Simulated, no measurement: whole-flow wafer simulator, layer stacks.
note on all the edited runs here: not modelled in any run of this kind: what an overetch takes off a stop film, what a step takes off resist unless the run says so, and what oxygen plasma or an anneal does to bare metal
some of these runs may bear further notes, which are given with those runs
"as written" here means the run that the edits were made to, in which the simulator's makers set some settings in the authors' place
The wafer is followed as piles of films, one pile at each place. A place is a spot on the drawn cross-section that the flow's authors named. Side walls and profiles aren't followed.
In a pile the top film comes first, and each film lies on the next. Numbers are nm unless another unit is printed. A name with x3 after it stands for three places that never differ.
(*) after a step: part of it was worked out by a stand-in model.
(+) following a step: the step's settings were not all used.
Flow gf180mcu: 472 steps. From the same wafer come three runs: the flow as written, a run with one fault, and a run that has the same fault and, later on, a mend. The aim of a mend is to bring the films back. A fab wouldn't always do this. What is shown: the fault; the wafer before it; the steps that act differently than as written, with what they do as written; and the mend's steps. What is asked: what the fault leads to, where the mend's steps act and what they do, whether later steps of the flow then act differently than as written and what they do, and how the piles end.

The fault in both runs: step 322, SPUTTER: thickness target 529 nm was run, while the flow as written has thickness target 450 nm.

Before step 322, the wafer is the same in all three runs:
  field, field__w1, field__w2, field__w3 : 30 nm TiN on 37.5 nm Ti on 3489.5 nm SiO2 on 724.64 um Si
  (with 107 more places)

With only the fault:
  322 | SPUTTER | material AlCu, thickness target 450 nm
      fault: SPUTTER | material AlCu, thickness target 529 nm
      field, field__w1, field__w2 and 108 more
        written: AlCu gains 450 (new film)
        fault: AlCu gains 529 (new film)
  Later steps of the flow acting differently than as written:
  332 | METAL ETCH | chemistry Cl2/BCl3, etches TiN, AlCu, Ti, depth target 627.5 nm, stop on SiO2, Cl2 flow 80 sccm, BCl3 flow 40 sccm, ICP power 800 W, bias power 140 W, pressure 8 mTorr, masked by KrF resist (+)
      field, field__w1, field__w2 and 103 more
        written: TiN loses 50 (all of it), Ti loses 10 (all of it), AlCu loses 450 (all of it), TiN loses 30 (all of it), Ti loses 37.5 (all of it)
        fault: TiN loses 50 (all of it), Ti loses 10 (all of it), AlCu loses 529 (all of it), TiN loses 30 (all of it), Ti loses 8.5
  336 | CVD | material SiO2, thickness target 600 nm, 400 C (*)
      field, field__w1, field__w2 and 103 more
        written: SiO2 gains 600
        fault: SiO2 gains 600 (new film)
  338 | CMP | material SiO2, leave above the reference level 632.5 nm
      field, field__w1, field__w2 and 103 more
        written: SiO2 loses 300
        fault: SiO2 loses 250
  At field, field__w1, field__w2 and 109 more, the piles at the end differ from the flow's by more than 2% or 0.5 nm, whichever is larger.
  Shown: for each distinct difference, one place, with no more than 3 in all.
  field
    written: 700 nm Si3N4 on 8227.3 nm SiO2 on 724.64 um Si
    fault: 700 nm Si3N4 on 4787.8 nm SiO2 on 29 nm Ti on 3489.5 nm SiO2 on 724.64 um Si
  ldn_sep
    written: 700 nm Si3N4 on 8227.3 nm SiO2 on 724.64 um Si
    fault: 700 nm Si3N4 on 4787.8 nm SiO2 on 29 nm Ti on 3489.4 nm SiO2 on 724.64 um Si
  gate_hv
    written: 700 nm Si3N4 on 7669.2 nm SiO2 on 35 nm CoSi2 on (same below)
    fault: 700 nm Si3N4 on 4787.8 nm SiO2 on 29 nm Ti on 2931.3 nm SiO2 on 35 nm CoSi2 on (same below)

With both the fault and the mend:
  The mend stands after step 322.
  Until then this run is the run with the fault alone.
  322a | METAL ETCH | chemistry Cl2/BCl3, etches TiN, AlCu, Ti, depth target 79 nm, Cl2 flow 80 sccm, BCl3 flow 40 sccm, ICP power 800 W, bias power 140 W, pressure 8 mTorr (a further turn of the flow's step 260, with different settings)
      field, field__w1, field__w2 and 108 more
        AlCu loses 79
  Later steps of the flow that are run all act as written at every place that is followed.
  By the end, the piles equal the flow's at every place that both follow.
